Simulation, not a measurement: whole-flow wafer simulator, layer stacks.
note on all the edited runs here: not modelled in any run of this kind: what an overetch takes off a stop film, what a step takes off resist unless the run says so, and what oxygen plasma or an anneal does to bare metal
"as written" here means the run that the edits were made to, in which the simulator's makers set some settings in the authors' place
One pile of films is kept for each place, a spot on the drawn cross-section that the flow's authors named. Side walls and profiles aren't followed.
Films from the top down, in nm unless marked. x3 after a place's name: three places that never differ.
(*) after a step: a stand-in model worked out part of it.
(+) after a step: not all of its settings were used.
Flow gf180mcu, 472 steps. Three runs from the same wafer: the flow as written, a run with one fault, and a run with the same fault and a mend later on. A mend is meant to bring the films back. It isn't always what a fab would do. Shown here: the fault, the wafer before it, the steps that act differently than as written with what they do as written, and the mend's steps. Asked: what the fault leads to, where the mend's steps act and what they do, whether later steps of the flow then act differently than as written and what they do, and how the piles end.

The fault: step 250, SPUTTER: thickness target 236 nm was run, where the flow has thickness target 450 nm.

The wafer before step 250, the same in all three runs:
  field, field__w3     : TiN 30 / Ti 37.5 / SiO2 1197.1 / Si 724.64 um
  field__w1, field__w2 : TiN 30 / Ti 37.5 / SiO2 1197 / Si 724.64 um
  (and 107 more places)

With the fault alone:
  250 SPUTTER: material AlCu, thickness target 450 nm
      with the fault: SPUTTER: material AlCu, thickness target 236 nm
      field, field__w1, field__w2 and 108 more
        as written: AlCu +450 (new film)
        with the fault: AlCu +236 (new film)
  Later steps of the flow that act differently than as written:
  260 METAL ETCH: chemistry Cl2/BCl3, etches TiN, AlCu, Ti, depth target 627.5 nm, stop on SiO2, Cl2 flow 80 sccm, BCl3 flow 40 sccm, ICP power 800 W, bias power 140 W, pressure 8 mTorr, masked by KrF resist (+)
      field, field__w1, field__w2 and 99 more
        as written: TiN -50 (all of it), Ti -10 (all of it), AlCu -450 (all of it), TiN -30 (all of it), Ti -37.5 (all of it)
        with the fault: TiN -50 (all of it), Ti -10 (all of it), AlCu -236 (all of it), TiN -30 (all of it), Ti -37.5 (all of it)
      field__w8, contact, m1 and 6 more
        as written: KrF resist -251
        with the fault: KrF resist -218.1
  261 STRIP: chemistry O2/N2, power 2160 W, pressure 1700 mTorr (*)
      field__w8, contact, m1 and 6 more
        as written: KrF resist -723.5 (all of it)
        with the fault: KrF resist -756.4 (all of it)
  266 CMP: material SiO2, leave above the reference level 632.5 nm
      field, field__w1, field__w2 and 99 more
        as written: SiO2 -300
        with the fault: SiO2 -514
  At the end the piles differ from the flow's by more than 2% or 0.5 nm, whichever is larger, at field, field__w1, field__w2 and 109 more.
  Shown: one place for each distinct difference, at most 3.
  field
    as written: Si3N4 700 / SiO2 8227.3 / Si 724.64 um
    with the fault: Si3N4 700 / SiO2 8013.3 / Si 724.64 um
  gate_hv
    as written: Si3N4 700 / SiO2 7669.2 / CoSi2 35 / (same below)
    with the fault: Si3N4 700 / SiO2 7455.2 / CoSi2 35 / (same below)
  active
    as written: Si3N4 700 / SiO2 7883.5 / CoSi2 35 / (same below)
    with the fault: Si3N4 700 / SiO2 7669.5 / CoSi2 35 / (same below)

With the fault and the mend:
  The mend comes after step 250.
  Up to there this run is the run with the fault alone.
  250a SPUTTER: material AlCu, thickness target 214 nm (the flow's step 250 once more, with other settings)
      field, field__w1, field__w2 and 108 more
        AlCu +214
  No later step of the flow acts differently than as written at any place that is followed.
  At the end the piles are the same as the flow's at every place that both follow.
